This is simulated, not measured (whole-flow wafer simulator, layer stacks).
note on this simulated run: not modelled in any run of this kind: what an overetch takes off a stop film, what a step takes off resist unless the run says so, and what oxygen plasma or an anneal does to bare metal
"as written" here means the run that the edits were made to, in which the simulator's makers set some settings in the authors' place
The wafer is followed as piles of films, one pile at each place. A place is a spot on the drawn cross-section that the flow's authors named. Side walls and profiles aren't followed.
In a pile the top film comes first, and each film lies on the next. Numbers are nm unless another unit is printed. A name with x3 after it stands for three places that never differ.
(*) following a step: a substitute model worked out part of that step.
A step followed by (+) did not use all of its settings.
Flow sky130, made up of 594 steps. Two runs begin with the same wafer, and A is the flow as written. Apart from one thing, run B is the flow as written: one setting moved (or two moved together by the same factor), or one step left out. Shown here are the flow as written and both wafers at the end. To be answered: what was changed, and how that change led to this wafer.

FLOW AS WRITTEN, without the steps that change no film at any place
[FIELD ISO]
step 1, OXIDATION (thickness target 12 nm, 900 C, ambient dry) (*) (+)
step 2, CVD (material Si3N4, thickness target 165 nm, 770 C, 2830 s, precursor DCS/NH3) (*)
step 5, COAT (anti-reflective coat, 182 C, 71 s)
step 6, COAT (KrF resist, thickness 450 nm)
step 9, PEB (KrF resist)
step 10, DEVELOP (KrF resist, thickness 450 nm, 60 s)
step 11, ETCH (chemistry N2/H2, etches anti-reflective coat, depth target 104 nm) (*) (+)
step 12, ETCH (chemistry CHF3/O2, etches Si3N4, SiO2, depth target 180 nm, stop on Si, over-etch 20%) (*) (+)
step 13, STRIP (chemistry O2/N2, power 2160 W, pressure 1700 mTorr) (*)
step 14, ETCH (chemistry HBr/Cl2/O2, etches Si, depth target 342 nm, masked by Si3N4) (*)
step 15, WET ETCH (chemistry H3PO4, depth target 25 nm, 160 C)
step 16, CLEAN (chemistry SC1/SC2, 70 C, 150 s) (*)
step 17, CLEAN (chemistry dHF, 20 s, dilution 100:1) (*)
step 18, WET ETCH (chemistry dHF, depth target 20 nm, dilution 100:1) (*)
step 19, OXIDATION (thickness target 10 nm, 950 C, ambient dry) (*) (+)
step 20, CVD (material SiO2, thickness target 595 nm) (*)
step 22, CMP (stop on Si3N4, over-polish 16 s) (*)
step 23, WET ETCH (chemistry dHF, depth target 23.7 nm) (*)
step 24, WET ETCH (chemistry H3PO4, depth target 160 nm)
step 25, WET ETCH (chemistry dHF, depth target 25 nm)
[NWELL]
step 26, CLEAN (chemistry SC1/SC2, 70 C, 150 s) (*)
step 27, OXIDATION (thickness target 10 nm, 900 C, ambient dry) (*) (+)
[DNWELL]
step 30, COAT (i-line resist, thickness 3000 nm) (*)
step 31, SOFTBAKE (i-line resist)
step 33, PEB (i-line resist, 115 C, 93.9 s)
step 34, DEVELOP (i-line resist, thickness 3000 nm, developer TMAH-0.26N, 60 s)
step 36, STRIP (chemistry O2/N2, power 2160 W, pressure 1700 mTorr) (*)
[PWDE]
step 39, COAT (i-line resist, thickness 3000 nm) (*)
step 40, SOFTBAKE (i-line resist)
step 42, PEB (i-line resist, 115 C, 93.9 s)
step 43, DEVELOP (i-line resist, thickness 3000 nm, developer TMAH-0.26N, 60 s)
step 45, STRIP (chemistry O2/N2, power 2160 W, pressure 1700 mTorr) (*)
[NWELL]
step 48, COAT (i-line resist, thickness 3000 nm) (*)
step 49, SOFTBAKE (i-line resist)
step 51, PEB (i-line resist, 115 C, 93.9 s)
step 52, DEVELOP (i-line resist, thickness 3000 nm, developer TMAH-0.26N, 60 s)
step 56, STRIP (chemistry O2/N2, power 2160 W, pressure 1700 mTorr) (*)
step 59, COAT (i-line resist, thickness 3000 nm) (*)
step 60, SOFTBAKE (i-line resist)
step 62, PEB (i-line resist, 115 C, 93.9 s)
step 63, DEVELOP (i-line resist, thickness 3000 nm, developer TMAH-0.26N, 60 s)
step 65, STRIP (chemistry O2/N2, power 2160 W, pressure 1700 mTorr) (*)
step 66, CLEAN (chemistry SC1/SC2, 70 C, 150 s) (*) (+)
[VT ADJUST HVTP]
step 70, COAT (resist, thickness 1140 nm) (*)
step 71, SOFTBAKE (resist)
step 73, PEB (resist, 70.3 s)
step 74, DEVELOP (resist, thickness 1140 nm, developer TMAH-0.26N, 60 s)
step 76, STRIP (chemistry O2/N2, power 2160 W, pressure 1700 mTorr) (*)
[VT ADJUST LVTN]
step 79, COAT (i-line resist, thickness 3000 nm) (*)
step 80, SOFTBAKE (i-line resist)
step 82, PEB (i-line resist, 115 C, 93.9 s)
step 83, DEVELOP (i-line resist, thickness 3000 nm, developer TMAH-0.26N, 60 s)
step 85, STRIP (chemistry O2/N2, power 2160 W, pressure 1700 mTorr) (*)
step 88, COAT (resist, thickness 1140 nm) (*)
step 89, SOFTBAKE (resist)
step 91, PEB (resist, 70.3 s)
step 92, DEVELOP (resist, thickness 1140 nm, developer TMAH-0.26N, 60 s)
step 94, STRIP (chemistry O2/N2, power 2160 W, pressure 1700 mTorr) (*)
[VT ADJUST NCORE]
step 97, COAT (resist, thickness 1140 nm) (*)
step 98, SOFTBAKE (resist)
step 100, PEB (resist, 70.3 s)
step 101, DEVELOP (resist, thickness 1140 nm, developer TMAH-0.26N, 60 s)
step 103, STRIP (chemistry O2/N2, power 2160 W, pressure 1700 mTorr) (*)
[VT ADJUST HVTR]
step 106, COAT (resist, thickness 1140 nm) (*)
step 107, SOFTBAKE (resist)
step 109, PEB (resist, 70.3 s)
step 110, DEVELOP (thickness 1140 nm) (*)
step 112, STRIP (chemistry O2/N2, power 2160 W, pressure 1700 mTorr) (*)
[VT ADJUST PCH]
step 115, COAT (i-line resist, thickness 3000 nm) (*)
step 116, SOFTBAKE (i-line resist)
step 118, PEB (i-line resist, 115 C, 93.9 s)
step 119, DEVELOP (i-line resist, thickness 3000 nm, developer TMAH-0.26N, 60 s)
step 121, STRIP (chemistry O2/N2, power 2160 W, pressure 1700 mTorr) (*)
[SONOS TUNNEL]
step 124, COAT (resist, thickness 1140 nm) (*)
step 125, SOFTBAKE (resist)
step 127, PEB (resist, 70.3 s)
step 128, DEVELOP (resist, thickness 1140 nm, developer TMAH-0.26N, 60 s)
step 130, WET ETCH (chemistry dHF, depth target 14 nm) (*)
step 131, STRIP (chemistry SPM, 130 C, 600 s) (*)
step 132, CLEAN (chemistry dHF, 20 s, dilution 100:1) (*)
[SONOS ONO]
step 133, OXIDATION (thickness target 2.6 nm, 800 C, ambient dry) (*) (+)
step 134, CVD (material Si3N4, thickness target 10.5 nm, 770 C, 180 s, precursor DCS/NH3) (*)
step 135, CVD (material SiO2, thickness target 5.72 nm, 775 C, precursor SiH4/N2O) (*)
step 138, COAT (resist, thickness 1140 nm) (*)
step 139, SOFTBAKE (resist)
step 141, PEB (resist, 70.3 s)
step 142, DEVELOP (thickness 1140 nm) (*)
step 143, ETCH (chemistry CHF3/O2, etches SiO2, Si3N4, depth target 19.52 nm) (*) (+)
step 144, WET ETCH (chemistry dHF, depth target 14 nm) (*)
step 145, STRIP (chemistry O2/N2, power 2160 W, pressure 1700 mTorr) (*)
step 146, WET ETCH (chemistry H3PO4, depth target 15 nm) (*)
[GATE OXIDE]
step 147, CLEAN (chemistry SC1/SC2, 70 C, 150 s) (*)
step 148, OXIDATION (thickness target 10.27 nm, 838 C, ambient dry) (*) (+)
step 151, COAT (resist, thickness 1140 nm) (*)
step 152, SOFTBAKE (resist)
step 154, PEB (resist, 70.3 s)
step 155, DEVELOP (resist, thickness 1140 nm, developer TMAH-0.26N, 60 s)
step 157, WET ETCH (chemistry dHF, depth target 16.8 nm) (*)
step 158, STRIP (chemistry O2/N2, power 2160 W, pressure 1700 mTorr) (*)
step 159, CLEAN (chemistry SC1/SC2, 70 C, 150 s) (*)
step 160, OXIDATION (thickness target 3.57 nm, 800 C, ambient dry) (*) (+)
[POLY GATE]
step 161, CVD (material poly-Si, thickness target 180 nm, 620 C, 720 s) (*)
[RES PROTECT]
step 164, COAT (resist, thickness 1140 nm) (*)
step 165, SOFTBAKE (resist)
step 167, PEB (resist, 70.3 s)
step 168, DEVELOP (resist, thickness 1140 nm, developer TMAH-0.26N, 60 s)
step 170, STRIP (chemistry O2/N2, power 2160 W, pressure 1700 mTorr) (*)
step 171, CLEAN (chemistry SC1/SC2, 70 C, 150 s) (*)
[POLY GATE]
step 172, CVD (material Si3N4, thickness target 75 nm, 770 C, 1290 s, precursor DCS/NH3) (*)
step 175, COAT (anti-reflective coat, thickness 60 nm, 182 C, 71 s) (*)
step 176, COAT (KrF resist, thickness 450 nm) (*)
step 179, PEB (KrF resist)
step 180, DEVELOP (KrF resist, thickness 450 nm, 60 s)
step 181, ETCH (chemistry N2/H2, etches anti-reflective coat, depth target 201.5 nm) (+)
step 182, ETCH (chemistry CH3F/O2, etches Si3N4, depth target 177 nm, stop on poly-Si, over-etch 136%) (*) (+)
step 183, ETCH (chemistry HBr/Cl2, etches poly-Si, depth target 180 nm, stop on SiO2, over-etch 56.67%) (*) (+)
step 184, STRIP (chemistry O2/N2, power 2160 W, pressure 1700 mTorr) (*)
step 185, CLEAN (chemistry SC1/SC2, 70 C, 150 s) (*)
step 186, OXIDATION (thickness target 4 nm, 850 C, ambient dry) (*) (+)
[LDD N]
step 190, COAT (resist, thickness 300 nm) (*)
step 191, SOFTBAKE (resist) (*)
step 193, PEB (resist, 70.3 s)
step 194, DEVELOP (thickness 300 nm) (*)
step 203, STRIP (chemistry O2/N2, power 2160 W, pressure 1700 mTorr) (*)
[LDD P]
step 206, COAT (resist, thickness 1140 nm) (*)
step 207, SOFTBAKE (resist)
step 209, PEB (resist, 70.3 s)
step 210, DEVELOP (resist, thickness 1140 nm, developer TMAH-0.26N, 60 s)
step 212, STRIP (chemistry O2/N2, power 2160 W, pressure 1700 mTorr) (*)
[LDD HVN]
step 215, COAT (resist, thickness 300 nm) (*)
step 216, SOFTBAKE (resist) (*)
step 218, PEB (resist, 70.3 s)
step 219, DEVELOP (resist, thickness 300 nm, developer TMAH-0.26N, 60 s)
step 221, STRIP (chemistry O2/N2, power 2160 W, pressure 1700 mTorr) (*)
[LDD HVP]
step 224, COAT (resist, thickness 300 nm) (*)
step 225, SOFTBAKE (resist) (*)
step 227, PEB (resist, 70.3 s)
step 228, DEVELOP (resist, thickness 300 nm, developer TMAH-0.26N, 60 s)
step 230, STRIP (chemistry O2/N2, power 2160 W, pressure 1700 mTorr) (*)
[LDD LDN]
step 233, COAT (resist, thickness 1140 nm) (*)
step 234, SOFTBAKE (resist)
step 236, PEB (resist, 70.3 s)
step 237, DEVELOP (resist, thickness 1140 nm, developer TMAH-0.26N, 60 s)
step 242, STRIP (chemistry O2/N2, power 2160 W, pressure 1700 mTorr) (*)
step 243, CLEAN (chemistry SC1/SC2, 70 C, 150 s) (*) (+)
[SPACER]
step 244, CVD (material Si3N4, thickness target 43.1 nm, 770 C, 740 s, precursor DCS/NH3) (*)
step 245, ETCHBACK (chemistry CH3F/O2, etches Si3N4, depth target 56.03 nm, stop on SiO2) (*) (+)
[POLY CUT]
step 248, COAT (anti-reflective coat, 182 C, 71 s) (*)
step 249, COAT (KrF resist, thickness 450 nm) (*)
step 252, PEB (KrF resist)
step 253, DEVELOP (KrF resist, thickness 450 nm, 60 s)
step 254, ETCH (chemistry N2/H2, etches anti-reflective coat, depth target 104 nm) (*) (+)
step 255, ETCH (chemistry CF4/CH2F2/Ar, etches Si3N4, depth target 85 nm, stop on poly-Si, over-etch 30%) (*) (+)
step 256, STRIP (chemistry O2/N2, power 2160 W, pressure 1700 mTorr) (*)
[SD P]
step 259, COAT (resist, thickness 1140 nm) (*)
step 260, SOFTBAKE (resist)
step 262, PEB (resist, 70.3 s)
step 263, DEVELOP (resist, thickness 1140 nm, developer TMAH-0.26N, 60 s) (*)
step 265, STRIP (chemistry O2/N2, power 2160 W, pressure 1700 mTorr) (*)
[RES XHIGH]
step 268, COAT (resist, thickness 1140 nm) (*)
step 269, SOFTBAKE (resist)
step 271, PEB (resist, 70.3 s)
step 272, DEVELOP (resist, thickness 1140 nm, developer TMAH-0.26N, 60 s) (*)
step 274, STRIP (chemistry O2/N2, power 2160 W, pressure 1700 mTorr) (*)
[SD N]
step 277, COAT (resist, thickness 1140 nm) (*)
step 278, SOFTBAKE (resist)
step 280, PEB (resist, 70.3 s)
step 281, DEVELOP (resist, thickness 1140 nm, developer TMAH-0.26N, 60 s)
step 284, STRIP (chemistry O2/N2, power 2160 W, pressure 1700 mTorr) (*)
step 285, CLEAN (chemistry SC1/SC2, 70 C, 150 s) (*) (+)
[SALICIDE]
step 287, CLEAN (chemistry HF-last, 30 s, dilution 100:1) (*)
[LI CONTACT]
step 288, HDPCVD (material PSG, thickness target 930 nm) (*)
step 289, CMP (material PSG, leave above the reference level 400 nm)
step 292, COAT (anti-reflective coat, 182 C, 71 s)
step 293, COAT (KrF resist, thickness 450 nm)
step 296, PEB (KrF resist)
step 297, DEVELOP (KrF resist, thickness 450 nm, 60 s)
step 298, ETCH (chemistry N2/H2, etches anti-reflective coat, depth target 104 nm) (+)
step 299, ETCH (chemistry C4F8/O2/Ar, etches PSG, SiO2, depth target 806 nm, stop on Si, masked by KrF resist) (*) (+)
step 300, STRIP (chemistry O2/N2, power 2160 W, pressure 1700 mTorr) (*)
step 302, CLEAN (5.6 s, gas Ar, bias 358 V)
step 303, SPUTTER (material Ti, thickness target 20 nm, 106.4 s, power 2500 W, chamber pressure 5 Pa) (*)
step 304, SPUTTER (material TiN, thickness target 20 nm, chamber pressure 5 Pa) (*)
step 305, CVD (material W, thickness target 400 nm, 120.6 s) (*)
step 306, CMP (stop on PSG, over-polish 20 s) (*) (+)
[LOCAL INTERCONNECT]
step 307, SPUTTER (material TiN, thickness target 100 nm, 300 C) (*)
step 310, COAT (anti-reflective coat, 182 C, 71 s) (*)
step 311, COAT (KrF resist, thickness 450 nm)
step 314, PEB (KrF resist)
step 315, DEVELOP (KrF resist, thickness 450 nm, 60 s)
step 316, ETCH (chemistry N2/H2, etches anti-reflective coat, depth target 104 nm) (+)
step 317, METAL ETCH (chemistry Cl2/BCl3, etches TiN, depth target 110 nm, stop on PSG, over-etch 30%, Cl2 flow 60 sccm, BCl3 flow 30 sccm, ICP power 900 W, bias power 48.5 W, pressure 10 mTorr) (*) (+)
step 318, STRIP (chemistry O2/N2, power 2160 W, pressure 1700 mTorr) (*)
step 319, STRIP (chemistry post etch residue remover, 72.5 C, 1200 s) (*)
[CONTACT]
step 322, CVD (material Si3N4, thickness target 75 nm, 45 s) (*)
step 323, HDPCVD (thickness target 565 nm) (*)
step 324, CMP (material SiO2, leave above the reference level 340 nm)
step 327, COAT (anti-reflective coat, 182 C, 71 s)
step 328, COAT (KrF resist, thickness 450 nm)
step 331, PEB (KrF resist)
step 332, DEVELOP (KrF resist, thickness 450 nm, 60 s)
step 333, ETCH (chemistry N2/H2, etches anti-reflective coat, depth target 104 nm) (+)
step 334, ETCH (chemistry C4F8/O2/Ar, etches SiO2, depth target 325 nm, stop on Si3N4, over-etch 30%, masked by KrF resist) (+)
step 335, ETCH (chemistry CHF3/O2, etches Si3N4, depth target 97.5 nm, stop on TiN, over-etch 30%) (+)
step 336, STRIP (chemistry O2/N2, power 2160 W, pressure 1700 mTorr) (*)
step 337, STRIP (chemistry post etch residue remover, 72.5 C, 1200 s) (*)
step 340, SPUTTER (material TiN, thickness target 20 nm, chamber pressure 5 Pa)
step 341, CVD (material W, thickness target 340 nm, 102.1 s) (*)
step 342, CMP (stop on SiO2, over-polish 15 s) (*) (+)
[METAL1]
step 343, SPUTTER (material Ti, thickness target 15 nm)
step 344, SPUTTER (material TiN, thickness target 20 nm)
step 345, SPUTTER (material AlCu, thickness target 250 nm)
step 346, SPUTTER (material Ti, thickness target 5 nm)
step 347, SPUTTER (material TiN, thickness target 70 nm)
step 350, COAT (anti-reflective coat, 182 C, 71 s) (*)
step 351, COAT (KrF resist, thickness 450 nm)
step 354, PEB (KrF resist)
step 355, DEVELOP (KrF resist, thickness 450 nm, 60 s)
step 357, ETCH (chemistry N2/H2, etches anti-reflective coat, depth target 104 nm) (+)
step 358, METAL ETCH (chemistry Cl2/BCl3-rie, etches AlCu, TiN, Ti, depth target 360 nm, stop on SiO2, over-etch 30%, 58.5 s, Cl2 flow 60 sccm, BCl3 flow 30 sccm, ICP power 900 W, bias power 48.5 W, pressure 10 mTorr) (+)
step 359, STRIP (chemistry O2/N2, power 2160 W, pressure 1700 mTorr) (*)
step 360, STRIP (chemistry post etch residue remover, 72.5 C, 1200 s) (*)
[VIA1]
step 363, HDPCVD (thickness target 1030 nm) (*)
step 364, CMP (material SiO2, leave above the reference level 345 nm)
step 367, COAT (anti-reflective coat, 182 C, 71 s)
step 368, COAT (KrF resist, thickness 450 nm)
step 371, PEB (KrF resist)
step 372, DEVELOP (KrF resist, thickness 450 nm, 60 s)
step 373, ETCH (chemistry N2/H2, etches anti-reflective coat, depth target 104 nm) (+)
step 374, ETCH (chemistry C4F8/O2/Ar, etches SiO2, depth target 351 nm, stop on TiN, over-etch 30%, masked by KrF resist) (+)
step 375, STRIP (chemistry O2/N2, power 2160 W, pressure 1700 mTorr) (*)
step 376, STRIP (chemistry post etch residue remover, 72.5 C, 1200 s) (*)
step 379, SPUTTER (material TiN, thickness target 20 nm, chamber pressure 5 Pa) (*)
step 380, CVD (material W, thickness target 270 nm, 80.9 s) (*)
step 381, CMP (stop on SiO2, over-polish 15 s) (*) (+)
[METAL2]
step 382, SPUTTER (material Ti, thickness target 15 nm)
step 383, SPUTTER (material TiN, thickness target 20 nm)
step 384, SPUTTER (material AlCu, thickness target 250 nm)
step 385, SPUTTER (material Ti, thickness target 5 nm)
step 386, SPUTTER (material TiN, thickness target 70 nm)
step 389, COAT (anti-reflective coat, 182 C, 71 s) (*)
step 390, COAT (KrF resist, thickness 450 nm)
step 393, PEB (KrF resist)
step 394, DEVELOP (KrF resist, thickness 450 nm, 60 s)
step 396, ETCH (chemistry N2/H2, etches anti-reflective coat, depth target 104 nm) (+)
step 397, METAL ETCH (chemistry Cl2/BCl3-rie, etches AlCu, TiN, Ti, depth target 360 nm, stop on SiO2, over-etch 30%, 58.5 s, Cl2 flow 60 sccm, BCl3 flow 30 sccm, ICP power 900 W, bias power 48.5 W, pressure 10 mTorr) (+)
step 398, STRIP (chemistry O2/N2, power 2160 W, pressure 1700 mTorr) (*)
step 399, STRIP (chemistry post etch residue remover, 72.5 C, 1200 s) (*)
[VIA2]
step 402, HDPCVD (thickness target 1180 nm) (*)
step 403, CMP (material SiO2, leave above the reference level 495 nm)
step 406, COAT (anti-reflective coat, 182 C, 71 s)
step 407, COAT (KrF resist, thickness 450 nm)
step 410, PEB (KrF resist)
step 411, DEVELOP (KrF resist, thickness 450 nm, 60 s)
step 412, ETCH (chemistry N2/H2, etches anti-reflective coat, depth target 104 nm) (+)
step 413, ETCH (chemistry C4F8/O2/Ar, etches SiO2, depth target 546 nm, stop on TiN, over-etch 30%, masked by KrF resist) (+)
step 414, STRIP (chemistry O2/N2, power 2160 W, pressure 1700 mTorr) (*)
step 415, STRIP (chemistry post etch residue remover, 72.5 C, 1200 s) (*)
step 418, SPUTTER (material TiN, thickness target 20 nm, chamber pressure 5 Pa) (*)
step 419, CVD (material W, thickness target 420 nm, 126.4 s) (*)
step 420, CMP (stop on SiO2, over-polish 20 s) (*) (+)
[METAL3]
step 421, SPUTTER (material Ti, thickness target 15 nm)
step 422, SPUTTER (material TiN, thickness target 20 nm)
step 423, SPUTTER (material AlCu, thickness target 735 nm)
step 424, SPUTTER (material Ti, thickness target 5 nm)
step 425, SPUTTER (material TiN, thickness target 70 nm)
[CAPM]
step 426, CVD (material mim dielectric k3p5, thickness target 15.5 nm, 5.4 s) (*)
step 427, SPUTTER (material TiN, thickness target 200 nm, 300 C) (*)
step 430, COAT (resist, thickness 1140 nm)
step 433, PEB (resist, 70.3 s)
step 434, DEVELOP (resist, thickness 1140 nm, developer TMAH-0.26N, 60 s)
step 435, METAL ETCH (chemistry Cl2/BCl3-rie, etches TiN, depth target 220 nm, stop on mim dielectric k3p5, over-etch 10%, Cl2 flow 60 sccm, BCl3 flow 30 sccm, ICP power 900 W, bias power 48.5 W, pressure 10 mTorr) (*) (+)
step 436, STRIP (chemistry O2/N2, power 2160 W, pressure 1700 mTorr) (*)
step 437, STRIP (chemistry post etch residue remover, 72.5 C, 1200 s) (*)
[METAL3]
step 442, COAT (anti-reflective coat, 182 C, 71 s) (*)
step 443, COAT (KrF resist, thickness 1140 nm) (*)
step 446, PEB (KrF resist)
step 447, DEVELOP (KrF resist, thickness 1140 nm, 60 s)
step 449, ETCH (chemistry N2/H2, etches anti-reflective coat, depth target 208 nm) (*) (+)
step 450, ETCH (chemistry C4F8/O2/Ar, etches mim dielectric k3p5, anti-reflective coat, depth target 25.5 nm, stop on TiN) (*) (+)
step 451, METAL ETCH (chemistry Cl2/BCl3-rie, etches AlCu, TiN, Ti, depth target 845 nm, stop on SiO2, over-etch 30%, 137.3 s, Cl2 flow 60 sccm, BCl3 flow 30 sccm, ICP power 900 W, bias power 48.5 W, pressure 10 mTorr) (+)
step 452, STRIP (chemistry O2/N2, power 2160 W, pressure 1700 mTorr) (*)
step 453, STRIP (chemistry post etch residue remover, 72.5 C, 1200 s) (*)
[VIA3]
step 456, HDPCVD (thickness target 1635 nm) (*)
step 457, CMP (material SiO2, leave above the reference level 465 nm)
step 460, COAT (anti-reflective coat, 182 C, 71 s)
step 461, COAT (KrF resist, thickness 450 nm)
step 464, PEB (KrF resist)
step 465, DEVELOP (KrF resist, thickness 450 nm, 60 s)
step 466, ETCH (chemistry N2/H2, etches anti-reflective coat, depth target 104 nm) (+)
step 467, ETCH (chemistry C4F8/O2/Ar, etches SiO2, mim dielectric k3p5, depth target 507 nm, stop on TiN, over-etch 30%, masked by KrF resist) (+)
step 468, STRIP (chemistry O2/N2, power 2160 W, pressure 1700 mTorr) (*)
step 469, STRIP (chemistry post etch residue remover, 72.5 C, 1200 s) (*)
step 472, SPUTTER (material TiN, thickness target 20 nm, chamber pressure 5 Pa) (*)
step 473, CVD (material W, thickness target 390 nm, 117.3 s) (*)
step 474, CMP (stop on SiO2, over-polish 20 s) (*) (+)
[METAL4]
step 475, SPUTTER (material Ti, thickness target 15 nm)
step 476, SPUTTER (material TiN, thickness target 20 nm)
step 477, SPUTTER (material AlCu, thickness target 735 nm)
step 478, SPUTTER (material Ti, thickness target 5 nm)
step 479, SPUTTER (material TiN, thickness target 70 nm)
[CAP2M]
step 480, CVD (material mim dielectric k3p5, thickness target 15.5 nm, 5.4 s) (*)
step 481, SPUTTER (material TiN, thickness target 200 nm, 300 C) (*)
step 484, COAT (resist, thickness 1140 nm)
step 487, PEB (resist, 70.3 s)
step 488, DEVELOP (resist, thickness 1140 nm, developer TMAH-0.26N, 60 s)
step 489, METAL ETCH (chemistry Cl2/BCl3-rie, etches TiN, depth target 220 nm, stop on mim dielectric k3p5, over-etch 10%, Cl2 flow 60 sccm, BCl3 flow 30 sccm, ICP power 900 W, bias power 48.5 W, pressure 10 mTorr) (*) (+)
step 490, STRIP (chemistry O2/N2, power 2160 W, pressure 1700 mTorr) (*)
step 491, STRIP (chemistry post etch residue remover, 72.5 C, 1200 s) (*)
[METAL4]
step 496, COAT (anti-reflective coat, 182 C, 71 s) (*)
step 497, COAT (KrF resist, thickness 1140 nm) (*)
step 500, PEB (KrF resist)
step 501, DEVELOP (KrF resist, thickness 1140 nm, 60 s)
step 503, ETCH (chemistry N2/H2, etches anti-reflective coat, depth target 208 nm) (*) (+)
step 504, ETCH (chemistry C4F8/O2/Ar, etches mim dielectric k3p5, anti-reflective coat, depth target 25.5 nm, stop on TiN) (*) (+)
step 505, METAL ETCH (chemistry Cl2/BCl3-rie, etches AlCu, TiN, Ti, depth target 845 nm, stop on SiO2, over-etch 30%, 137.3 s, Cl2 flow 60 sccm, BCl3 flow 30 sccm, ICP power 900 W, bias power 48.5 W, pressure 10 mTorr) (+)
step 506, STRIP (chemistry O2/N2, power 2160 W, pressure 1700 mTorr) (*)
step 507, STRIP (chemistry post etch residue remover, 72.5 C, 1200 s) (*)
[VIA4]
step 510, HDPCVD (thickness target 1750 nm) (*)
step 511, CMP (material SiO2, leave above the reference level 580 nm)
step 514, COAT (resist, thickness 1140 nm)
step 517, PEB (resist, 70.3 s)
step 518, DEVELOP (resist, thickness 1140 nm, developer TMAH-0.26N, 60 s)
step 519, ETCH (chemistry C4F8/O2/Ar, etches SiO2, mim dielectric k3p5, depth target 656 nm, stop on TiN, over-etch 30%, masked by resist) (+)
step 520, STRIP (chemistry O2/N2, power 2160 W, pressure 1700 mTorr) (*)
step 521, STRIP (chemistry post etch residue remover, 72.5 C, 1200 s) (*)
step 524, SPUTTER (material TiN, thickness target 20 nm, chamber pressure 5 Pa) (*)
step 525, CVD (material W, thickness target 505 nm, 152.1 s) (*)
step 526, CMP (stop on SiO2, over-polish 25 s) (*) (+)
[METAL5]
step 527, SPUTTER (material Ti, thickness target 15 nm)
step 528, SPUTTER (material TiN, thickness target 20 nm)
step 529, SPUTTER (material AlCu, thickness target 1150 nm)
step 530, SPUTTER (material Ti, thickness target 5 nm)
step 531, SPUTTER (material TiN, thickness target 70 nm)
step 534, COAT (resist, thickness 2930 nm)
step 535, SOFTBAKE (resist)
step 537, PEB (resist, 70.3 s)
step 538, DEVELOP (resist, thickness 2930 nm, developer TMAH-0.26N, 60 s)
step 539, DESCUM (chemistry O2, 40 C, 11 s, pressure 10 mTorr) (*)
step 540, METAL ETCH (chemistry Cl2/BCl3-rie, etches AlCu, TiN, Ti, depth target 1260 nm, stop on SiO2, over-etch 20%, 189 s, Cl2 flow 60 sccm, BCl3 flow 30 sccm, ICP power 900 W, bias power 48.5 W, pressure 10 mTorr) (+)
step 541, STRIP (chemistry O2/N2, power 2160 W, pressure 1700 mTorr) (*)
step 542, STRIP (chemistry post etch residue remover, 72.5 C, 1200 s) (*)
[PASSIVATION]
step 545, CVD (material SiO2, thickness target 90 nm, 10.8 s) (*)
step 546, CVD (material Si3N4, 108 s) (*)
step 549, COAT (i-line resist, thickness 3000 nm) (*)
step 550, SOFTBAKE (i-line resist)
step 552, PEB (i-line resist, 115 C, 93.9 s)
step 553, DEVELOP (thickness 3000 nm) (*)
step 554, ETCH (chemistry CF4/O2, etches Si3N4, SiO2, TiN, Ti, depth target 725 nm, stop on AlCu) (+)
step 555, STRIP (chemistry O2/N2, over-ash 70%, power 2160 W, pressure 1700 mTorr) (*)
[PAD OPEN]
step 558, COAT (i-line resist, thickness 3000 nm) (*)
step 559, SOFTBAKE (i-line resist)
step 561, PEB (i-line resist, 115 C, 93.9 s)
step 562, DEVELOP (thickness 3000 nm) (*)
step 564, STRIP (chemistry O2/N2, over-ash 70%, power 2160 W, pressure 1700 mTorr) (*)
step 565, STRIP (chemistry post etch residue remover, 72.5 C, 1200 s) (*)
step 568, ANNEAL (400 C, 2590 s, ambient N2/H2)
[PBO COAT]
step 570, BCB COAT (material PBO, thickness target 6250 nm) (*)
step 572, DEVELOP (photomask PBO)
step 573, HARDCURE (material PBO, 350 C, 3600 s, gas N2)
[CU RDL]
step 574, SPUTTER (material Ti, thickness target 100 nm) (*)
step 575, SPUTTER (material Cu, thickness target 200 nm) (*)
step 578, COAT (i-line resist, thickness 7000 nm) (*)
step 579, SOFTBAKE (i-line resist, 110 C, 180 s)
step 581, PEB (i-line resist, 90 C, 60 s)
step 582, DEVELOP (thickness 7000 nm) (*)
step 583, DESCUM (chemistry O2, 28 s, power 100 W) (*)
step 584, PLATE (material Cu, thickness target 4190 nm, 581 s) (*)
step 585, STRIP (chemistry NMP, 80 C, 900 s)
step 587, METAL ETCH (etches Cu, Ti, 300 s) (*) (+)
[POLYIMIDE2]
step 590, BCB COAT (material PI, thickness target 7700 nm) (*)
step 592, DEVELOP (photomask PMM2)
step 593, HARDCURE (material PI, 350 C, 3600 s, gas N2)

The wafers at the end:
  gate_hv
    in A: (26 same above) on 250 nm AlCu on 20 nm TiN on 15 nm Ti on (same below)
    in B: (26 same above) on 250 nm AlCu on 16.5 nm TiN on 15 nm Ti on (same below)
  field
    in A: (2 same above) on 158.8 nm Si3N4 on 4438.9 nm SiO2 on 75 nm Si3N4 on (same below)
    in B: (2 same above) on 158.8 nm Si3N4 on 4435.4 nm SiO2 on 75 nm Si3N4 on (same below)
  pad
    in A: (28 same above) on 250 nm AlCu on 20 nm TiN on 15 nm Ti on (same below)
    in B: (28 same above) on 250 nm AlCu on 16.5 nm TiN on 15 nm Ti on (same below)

The reason: step 344, SPUTTER: thickness target 16.5 nm was run, whereas the flow has thickness target 20 nm.
The wafer itself shows it: gate_hv has TiN 16.5, and step 344 as written asks for 20 nm.

How this came from the change, step by step:
  step 344, SPUTTER (material TiN, thickness target 20 nm)
      field, active, n_well and 188 more: A +20 TiN (new film) | B +16.5 TiN (new film)
  step 358, METAL ETCH (chemistry Cl2/BCl3-rie, etches AlCu, TiN, Ti, depth target 360 nm, stop on SiO2, over-etch 30%, 58.5 s, Cl2 flow 60 sccm, BCl3 flow 30 sccm, ICP power 900 W, bias power 48.5 W, pressure 10 mTorr) (+)
      field, active, gate and 81 more: A -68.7 TiN (all of it), -5 Ti (all of it), -250 AlCu (all of it), -20 TiN (all of it), -15 Ti (all of it), -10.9 SiO2 | B -68.7 TiN (all of it), -5 Ti (all of it), -250 AlCu (all of it), -16.5 TiN (all of it), -15 Ti (all of it), -11.3 SiO2
